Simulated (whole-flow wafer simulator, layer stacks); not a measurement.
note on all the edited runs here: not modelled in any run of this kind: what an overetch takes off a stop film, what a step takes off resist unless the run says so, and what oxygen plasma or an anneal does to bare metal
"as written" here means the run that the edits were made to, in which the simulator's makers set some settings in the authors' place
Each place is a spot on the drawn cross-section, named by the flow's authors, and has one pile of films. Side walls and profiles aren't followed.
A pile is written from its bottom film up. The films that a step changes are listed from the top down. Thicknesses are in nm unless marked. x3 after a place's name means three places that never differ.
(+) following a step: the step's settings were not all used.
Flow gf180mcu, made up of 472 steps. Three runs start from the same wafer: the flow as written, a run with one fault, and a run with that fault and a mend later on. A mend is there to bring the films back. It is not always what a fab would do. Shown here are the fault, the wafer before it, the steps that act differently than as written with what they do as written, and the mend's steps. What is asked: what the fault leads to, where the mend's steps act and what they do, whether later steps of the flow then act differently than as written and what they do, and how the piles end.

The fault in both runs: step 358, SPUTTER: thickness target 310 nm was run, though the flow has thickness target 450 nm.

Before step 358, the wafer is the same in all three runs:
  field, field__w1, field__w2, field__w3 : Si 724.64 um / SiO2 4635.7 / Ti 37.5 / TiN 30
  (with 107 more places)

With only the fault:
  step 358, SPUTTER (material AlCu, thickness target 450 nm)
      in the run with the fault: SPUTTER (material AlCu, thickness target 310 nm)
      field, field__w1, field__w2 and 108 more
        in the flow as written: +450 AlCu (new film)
        in the run with the fault: +310 AlCu (new film)
  Steps later in the flow that act otherwise than as written:
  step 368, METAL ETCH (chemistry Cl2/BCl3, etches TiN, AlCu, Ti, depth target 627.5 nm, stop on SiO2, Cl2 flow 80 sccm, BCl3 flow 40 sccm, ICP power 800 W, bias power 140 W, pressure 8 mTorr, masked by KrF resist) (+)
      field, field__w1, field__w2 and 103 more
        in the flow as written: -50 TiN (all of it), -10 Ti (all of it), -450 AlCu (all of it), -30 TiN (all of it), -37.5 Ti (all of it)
        in the run with the fault: -50 TiN (all of it), -10 Ti (all of it), -310 AlCu (all of it), -30 TiN (all of it), -37.5 Ti (all of it)
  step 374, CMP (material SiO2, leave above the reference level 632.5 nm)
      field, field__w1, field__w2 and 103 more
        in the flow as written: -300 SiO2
        in the run with the fault: -440 SiO2
  The piles end different from the flow's at field__w4, field__w8, contact and 9 more by more than 2% or 0.5 nm, whichever is larger.
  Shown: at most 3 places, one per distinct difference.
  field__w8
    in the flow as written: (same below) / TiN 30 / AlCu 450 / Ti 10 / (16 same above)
    in the run with the fault: (same below) / TiN 30 / AlCu 310 / Ti 10 / (16 same above)
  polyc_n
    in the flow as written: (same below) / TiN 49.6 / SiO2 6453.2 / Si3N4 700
    in the run with the fault: (same below) / TiN 49.6 / SiO2 6313.2 / Si3N4 700
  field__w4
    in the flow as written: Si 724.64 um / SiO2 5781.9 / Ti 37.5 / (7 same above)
    in the run with the fault: Si 724.64 um / SiO2 5641.9 / Ti 37.5 / (7 same above)

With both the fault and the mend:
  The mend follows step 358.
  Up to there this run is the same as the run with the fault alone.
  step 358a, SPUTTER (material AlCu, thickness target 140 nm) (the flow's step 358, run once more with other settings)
      field, field__w1, field__w2 and 108 more
        +140 AlCu
  None of the later steps of the flow acts differently than as written at any place that is followed.
  By the end, the piles equal the flow's at every place that both follow.
